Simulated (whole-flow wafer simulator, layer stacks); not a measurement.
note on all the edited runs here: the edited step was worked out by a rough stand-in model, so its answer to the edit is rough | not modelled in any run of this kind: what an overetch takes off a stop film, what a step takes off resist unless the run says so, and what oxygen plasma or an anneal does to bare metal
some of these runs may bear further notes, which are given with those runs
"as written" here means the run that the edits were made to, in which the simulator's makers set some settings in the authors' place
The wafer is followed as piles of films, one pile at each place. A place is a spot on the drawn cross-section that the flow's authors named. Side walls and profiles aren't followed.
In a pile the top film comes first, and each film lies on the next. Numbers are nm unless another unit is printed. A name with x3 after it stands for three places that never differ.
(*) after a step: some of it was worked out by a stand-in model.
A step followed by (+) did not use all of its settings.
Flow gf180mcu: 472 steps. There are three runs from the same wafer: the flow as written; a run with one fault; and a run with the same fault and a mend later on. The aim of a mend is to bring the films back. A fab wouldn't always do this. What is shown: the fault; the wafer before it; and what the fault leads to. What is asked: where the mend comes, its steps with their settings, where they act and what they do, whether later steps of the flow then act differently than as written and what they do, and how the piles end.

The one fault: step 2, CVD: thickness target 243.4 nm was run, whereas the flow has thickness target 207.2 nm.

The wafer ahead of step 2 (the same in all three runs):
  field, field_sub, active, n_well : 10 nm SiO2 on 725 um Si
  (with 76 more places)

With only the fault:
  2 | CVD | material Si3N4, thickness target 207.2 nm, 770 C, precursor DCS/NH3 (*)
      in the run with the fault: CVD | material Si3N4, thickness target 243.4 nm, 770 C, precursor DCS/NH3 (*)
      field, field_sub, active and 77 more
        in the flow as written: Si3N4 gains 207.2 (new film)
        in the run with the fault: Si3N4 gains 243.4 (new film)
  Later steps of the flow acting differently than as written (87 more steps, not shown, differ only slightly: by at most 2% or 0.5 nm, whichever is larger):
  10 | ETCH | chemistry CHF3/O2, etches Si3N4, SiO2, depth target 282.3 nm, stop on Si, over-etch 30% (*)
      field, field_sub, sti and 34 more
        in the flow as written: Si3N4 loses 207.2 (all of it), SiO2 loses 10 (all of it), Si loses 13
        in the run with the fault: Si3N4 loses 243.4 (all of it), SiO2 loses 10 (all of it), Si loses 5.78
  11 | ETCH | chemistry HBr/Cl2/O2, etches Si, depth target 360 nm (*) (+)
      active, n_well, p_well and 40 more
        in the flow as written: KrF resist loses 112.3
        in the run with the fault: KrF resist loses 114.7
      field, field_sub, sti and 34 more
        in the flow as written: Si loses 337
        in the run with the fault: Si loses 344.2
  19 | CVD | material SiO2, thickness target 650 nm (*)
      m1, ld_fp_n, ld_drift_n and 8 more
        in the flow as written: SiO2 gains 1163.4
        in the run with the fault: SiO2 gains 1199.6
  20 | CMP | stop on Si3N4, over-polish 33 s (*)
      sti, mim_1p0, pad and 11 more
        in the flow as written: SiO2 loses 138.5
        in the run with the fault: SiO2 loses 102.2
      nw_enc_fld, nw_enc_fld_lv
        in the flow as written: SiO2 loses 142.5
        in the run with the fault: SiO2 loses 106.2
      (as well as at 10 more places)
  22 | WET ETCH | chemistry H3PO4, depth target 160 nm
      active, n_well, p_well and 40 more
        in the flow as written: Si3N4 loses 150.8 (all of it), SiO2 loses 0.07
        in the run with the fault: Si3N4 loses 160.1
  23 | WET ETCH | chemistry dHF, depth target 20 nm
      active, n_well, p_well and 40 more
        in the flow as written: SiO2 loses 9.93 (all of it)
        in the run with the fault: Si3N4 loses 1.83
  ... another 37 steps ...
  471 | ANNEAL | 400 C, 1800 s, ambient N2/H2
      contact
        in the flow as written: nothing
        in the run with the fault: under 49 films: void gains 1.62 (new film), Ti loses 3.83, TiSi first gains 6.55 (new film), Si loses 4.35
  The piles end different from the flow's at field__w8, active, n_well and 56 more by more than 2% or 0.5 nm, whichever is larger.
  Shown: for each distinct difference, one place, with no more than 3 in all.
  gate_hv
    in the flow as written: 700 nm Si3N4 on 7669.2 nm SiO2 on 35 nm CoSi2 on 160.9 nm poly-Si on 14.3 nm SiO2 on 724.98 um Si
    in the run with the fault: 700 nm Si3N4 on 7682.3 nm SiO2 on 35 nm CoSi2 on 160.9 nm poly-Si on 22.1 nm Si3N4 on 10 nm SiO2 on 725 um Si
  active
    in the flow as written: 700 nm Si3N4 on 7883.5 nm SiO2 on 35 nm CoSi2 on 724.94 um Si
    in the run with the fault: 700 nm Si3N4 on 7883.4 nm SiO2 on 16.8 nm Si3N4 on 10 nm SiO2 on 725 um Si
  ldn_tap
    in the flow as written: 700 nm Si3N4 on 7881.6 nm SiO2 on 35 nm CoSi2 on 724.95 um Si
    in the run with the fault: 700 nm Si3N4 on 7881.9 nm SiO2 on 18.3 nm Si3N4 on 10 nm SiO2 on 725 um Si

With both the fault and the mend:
  The mend stands after step 9.
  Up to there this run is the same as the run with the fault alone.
  9a | STRIP | chemistry O2/N2, power 2160 W, pressure 1700 mTorr (*)
      active, n_well, p_well and 40 more
        KrF resist loses 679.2 (all of it)
  9b | WET ETCH | chemistry H3PO4, depth target 36.25 nm, 160 C
      field, field_sub, active and 77 more
        Si3N4 loses 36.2
  9c | HMDS | 120 C, 60 s (the flow's step 4, run once more)
      does not change any film at any place that is followed
  9d | COAT | KrF resist, thickness 700 nm (the flow's step 5, run once more)
      field, field_sub, active and 77 more
        KrF resist gains 700 (new film)
  9e | SOFTBAKE | KrF resist (the flow's step 6, run once more)
      does not change any film at any place that is followed
  9f | EXPOSE | photomask COMP (the flow's step 7, run once more)
      does not change any film at any place that is followed
  9g | PEB | KrF resist, 135 C, 90 s (the flow's step 8, run once more)
      field, field_sub, active and 77 more
        KrF resist loses 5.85
  9h | DEVELOP | thickness 700 nm, 60 s (the flow's step 9, run once more)
      active, n_well, p_well and 40 more
        KrF resist loses 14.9
      field, field_sub, sti and 34 more
        KrF resist loses 694.2 (all of it)
  Later steps of the flow that are run all act as written at every place that is followed, up to a difference of at most 2% or 0.5 nm, whichever is larger.
  At every place that both follow, the piles at the end match the flow's.
